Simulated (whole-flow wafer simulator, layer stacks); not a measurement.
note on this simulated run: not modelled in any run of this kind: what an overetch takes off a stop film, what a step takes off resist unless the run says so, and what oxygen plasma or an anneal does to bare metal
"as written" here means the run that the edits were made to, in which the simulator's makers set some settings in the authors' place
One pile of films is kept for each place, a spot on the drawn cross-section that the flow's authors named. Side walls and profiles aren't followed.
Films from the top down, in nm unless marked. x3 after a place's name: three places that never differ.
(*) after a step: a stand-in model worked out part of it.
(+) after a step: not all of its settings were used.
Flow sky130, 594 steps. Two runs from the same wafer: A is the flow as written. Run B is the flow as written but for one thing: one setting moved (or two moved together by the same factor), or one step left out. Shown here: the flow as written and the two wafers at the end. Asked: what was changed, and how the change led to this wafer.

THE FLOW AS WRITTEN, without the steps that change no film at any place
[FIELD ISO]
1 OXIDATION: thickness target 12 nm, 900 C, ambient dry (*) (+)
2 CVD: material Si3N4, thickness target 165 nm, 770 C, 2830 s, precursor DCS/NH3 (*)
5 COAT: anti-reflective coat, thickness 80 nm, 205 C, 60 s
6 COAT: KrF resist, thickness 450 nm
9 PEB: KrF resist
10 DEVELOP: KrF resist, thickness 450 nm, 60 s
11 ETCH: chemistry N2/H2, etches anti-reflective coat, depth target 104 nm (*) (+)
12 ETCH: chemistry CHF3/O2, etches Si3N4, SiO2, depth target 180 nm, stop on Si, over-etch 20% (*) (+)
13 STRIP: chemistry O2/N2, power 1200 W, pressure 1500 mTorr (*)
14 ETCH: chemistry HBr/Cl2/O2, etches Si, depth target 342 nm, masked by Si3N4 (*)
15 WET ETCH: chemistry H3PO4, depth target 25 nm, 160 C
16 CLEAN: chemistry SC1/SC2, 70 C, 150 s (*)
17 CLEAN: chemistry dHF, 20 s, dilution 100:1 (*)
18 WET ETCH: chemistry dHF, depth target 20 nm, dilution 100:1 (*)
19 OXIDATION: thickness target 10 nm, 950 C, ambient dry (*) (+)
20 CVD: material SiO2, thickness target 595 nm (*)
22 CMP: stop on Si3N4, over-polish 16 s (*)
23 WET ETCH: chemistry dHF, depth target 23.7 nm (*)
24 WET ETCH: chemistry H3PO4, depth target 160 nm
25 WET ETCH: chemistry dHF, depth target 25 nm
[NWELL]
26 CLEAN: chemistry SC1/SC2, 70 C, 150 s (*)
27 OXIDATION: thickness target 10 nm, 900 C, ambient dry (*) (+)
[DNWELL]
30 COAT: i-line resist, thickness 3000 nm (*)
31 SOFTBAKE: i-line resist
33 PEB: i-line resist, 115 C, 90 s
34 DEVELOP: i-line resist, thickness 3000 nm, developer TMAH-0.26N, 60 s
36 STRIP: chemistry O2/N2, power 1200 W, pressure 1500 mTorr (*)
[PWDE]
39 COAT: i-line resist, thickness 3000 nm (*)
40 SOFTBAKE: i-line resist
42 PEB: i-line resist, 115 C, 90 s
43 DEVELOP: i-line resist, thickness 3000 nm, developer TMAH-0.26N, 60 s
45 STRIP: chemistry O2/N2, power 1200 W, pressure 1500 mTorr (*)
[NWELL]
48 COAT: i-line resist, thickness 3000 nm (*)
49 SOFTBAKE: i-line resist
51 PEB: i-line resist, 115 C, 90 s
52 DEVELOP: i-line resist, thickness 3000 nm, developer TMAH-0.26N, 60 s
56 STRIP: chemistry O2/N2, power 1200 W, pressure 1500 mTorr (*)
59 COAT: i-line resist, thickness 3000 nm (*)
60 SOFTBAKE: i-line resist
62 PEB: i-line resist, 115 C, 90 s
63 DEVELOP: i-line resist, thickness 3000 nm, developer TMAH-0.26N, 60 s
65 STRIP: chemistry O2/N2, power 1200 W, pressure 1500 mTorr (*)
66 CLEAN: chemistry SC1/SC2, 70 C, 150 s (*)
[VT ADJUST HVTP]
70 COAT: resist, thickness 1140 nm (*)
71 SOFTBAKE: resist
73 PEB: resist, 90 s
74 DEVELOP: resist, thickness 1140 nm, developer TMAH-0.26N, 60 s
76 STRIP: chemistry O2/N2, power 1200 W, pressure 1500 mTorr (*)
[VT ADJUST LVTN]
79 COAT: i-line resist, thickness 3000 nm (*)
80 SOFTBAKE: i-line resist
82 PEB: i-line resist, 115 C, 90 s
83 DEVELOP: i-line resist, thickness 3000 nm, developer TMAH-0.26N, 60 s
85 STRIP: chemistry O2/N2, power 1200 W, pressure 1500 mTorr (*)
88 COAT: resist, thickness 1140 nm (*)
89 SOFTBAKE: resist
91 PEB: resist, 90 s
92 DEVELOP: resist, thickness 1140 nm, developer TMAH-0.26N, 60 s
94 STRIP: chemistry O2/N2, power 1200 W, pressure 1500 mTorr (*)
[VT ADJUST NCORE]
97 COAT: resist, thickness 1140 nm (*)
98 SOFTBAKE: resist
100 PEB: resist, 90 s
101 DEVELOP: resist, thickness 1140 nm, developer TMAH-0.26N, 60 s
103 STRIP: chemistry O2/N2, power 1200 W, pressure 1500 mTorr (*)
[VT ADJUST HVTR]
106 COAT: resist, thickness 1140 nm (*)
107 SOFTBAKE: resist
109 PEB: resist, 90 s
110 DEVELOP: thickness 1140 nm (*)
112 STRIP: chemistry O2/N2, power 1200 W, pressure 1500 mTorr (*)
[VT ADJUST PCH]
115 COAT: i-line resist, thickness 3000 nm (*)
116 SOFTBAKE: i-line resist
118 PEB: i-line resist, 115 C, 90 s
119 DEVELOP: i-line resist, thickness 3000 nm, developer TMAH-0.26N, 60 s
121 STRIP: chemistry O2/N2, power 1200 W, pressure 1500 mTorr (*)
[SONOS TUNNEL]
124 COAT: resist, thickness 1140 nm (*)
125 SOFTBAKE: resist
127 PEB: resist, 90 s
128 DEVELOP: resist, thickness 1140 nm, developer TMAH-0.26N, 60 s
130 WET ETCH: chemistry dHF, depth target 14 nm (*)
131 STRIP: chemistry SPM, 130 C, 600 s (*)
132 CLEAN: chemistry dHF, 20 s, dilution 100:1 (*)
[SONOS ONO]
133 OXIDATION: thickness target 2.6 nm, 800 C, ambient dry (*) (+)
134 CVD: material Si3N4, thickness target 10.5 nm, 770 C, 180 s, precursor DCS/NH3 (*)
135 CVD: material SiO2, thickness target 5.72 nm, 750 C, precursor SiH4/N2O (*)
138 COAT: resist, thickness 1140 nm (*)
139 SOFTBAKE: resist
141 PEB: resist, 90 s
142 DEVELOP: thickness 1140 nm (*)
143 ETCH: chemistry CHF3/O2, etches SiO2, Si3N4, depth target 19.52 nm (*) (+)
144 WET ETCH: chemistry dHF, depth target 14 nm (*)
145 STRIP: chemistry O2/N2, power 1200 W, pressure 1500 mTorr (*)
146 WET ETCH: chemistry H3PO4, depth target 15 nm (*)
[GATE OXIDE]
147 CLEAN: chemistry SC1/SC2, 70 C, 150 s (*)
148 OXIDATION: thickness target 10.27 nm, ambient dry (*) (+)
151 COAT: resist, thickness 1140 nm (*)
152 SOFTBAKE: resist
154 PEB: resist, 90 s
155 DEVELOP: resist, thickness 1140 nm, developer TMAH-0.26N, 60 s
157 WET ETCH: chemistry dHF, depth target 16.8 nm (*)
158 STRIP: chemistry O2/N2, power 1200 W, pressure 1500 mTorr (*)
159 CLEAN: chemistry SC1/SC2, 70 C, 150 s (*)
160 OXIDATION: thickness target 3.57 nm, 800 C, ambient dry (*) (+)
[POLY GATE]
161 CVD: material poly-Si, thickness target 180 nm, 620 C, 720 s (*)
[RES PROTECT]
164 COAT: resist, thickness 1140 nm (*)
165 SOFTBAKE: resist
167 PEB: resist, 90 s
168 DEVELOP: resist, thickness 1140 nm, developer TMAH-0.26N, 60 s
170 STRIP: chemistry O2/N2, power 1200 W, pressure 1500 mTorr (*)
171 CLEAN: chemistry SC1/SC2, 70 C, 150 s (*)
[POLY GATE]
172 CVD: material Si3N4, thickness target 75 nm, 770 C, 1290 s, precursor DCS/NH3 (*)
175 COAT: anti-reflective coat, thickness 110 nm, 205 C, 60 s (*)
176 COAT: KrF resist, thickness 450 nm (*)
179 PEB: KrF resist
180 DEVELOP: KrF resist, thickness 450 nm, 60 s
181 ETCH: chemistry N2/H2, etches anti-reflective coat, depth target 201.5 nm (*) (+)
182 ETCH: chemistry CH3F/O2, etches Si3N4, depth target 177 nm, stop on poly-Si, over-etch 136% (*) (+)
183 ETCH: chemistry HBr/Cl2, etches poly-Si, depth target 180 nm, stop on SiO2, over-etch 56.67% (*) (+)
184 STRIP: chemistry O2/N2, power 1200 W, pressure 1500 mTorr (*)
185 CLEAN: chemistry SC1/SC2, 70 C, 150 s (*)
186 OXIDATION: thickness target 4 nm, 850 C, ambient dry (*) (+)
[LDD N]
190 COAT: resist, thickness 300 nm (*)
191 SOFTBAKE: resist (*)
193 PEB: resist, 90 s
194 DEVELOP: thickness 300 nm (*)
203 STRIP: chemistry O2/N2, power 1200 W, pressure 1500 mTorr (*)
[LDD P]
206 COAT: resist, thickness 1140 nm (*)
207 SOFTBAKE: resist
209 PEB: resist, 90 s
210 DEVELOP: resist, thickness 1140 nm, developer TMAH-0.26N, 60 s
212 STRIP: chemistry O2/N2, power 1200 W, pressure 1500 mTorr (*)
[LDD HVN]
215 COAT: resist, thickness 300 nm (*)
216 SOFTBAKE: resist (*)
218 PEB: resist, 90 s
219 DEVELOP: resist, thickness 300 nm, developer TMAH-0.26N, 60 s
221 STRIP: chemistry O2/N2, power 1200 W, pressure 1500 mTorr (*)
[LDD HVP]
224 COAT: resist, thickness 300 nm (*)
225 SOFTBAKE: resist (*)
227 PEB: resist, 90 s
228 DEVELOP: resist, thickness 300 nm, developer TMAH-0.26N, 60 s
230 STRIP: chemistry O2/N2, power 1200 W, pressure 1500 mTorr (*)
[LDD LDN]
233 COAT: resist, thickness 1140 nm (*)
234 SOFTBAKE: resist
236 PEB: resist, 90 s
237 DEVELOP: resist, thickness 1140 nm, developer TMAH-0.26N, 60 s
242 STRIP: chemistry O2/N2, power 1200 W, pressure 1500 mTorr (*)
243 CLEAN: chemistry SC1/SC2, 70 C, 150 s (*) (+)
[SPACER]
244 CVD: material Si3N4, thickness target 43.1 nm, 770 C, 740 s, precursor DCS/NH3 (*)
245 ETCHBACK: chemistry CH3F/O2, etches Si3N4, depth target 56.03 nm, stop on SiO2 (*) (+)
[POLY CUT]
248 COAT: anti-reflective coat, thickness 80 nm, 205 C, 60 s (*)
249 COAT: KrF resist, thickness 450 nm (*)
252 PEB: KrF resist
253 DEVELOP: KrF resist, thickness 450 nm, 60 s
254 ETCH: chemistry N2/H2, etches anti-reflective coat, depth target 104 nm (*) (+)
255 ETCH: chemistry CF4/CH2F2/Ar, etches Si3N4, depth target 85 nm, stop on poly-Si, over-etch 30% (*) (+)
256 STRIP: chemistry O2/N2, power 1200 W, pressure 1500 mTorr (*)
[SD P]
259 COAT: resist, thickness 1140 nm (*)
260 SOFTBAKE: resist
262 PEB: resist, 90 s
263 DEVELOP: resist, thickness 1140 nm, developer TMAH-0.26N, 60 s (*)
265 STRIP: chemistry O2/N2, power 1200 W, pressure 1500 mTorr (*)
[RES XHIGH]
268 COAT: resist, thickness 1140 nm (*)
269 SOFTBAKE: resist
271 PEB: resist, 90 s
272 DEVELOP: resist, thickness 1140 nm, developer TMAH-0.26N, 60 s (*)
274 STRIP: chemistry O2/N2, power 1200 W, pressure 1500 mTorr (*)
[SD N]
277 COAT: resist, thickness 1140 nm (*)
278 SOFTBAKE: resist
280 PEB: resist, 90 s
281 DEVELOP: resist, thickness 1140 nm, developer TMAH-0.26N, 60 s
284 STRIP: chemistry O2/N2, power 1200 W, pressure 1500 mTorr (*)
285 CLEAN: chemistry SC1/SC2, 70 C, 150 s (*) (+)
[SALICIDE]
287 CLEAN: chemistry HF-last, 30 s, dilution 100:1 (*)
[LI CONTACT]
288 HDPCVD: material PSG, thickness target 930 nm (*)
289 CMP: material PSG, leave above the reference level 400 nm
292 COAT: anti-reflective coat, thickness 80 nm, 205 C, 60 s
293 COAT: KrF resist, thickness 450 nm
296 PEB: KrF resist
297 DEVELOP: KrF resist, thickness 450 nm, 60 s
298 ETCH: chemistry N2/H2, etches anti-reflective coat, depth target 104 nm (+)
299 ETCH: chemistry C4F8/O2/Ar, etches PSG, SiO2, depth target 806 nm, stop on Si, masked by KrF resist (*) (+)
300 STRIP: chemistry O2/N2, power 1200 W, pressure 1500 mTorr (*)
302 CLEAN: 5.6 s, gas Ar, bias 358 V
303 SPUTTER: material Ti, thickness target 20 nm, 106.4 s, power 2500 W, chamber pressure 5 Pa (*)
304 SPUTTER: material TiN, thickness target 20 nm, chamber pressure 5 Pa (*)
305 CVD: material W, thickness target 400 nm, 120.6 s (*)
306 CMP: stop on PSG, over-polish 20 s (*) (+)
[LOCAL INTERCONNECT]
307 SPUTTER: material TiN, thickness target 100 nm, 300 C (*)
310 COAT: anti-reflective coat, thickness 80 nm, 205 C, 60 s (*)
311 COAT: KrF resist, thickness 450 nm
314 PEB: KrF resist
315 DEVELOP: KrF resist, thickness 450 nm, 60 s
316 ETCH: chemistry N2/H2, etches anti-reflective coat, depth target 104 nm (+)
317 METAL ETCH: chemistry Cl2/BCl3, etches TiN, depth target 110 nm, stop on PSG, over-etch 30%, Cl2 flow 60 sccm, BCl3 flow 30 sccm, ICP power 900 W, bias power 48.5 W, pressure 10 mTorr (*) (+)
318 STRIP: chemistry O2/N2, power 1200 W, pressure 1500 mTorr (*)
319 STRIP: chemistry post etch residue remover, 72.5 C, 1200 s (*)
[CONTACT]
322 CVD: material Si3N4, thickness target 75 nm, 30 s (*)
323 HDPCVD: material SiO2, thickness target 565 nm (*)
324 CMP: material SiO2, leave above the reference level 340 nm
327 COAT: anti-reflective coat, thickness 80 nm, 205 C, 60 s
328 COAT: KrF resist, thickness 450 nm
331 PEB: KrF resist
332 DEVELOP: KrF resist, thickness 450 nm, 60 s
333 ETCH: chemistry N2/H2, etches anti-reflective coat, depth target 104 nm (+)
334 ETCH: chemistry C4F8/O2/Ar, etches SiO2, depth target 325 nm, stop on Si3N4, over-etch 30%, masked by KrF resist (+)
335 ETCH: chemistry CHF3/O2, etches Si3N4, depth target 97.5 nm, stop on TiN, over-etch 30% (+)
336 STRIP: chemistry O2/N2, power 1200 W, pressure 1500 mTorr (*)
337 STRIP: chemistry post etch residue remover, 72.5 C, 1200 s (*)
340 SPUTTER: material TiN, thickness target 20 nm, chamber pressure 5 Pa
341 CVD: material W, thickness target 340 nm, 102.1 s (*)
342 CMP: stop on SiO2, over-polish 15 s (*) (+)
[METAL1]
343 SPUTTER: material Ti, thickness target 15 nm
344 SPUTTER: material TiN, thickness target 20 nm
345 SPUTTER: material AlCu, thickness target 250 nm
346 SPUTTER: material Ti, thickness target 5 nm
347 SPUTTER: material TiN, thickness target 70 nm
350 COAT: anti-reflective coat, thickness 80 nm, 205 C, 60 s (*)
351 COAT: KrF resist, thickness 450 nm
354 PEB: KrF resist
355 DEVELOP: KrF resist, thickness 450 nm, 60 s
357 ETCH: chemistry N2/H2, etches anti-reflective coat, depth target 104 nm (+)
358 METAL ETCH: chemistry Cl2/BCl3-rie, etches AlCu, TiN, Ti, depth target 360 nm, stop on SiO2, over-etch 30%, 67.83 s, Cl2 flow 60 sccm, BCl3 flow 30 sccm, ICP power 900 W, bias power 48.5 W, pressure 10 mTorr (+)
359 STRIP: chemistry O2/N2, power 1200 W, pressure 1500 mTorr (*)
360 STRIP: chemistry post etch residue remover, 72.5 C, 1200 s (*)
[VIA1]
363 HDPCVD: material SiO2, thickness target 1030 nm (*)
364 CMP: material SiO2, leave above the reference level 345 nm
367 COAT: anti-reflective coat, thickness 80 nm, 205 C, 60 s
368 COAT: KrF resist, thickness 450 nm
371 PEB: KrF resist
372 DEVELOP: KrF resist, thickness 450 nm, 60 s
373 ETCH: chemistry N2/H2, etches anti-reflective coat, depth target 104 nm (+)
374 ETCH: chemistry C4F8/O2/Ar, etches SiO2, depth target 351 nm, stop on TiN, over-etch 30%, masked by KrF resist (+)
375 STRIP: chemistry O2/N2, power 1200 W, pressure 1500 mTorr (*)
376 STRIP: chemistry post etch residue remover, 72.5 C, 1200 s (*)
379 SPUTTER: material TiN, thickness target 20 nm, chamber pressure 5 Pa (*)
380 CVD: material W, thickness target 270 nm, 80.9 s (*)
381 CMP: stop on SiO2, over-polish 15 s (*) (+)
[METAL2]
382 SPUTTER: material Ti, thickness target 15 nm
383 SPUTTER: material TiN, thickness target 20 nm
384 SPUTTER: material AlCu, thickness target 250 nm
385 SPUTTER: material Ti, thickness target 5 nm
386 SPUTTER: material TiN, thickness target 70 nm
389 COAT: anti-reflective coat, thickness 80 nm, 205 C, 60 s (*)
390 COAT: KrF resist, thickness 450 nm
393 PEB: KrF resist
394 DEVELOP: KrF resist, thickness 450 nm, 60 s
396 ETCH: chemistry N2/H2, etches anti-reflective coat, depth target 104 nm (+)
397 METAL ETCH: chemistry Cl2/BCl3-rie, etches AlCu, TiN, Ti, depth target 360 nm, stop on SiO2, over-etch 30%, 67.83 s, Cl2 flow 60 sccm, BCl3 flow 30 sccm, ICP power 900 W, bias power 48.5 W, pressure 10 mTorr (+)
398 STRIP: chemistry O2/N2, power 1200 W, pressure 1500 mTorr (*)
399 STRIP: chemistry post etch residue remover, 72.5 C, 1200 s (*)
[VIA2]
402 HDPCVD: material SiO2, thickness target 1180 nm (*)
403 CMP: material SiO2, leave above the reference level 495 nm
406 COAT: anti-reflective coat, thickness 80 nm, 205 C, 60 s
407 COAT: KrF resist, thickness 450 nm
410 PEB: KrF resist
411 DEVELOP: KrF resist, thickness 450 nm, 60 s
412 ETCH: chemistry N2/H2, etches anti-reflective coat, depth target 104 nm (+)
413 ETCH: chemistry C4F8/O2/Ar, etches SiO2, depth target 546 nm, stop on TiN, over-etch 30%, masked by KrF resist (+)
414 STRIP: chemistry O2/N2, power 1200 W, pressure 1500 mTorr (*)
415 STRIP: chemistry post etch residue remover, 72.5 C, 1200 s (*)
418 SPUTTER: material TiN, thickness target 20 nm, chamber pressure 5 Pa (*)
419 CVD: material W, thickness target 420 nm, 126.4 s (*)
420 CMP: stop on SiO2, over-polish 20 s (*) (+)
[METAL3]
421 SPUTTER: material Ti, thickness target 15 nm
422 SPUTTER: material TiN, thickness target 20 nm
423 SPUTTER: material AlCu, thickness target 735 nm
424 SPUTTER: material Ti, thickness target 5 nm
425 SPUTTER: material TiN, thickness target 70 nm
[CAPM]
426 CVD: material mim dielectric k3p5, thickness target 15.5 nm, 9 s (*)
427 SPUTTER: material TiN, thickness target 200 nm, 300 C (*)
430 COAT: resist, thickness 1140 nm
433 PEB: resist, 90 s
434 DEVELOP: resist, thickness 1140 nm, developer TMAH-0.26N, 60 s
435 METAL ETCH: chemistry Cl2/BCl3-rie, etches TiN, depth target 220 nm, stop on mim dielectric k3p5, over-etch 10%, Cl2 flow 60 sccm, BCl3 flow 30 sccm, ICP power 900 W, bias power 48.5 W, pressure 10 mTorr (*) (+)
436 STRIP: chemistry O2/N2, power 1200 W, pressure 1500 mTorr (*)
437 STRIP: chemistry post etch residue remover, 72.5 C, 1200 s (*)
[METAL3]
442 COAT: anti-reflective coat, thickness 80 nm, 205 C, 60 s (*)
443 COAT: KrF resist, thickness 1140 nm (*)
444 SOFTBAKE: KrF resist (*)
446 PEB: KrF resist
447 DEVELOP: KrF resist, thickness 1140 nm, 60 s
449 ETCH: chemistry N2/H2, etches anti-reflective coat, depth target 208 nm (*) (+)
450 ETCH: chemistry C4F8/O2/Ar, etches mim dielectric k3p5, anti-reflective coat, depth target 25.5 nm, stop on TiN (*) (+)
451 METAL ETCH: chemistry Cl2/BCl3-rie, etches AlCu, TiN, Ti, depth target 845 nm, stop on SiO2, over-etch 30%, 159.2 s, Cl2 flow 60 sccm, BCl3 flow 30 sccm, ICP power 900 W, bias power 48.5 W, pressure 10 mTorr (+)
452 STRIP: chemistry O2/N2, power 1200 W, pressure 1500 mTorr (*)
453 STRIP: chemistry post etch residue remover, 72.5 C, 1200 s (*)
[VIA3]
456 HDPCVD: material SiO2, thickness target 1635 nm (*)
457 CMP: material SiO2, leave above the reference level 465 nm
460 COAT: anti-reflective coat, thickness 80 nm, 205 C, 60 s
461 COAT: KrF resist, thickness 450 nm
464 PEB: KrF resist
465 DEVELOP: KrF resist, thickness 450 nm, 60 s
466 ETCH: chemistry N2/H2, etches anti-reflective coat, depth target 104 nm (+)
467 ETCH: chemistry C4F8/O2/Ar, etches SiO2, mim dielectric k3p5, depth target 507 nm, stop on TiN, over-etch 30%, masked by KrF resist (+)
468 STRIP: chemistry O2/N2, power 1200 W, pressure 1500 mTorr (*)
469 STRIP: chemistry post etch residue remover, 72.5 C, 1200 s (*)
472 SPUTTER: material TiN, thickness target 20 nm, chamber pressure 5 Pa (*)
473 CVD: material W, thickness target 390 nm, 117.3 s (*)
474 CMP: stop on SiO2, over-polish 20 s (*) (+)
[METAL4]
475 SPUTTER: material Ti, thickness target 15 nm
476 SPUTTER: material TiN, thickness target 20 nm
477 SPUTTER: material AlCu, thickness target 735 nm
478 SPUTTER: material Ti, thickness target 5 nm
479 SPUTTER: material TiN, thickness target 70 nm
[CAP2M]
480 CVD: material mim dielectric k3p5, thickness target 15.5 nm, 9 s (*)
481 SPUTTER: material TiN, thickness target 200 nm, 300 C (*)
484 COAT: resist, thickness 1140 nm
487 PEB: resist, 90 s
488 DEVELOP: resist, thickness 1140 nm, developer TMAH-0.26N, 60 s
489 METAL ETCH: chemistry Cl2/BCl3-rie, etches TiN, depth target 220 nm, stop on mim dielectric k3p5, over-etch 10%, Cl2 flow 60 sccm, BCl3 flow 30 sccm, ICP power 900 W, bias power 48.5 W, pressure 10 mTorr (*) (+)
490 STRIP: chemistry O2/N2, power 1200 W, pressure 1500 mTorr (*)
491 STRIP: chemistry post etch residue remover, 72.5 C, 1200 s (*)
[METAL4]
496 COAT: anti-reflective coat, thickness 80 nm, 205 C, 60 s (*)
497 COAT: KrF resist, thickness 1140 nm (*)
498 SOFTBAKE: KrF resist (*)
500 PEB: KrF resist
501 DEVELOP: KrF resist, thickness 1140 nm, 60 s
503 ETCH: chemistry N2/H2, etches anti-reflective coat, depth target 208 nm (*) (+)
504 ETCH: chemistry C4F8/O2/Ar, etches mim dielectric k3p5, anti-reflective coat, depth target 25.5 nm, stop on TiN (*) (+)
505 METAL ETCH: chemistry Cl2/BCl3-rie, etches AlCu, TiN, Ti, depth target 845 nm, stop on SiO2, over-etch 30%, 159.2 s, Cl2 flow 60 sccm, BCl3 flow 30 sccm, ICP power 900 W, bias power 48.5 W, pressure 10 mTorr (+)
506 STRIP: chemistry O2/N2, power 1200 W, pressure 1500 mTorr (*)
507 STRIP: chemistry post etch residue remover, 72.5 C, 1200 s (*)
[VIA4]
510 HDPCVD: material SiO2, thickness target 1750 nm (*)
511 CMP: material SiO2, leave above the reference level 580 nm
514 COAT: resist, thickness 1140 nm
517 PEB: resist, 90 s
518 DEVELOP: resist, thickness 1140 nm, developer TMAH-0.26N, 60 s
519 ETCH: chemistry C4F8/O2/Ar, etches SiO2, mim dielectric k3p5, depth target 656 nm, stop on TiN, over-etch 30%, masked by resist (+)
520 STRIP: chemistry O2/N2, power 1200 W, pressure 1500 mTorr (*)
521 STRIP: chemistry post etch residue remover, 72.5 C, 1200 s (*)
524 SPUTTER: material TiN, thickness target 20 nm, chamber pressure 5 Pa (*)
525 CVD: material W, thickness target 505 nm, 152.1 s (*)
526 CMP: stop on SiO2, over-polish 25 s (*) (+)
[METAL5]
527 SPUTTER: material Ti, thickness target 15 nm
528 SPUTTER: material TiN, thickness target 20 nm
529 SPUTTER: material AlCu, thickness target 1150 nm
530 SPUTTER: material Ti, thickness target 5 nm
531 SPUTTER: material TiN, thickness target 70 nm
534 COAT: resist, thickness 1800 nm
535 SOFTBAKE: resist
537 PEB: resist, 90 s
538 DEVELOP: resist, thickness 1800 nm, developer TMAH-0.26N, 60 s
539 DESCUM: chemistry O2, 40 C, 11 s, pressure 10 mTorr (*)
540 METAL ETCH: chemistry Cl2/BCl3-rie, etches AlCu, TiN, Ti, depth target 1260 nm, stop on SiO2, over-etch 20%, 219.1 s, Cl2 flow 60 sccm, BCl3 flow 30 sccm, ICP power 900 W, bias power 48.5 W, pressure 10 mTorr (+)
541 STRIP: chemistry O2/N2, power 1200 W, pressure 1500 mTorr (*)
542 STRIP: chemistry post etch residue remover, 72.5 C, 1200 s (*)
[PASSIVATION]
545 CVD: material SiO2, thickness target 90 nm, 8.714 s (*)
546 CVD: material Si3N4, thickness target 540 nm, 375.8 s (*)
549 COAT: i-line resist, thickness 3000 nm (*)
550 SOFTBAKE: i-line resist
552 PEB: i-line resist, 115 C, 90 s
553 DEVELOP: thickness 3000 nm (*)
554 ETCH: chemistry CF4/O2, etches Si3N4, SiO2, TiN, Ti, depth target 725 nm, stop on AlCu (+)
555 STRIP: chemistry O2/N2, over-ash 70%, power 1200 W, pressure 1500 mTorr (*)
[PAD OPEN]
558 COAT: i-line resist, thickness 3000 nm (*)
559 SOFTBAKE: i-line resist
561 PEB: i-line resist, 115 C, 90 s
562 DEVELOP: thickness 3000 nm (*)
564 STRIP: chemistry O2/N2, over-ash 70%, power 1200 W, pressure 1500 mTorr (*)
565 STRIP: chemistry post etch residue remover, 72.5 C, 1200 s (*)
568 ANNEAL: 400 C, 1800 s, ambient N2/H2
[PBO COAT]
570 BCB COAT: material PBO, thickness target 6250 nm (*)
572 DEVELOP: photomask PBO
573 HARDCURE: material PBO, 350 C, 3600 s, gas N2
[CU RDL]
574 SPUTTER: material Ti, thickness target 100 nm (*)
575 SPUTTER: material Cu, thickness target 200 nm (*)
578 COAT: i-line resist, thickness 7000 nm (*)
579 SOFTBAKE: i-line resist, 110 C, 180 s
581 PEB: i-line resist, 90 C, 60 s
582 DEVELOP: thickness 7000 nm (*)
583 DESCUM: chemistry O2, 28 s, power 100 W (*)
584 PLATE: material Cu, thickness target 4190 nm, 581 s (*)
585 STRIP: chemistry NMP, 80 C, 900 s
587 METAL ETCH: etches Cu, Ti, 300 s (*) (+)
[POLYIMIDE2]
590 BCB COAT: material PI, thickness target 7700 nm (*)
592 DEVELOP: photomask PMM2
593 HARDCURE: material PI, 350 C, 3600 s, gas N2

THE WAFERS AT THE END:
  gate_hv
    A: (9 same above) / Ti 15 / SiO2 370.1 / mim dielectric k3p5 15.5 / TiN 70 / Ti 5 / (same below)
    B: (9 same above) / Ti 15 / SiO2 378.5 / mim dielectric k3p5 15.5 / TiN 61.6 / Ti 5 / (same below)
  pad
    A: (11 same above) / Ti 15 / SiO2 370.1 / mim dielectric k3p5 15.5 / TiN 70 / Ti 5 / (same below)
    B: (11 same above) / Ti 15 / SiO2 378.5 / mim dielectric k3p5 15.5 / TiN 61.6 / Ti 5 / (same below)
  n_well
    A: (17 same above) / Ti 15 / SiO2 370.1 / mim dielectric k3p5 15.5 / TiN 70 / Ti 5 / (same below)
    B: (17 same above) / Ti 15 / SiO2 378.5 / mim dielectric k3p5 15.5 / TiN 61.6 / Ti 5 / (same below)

The cause: step 425, SPUTTER: thickness target 61.6 nm was run, where the flow has thickness target 70 nm.
It can be read off the wafer: gate_hv has TiN 61.6, and step 425 as written asks for 70 nm.

How the change led to this, step by step:
  425 SPUTTER: material TiN, thickness target 70 nm
      field, active, n_well and 188 more: A TiN +70 (new film) | B TiN +61.6 (new film)
  451 METAL ETCH: chemistry Cl2/BCl3-rie, etches AlCu, TiN, Ti, depth target 845 nm, stop on SiO2, over-etch 30%, 159.2 s, Cl2 flow 60 sccm, BCl3 flow 30 sccm, ICP power 900 W, bias power 48.5 W, pressure 10 mTorr (+)
      field, active, gate and 69 more: A TiN -70 (all of it), Ti -5 (all of it), AlCu -735 (all of it), TiN -20 (all of it), Ti -15 (all of it), SiO2 -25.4 | B TiN -61.6 (all of it), Ti -5 (all of it), AlCu -735 (all of it), TiN -20 (all of it), Ti -15 (all of it), SiO2 -26.2
      vpp_ln, vpp_iso2, ndiff_ln and 10 more: A TiN -70 (all of it), Ti -5 (all of it), AlCu -735 (all of it), TiN -20 (all of it), Ti -15 (all of it), SiO2 -25.3 | B TiN -61.6 (all of it), Ti -5 (all of it), AlCu -735 (all of it), TiN -20 (all of it), Ti -15 (all of it), SiO2 -26.2
  467 ETCH: chemistry C4F8/O2/Ar, etches SiO2, mim dielectric k3p5, depth target 507 nm, stop on TiN, over-etch 30%, masked by KrF resist (+)
      m1: A SiO2 -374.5 (all of it), mim dielectric k3p5 -15.5 (all of it) | B SiO2 -382.9 (all of it), mim dielectric k3p5 -15.5 (all of it)
      via3_hole: A SiO2 -373.9 (all of it), mim dielectric k3p5 -15.5 (all of it) | B SiO2 -382.3 (all of it), mim dielectric k3p5 -15.5 (all of it)
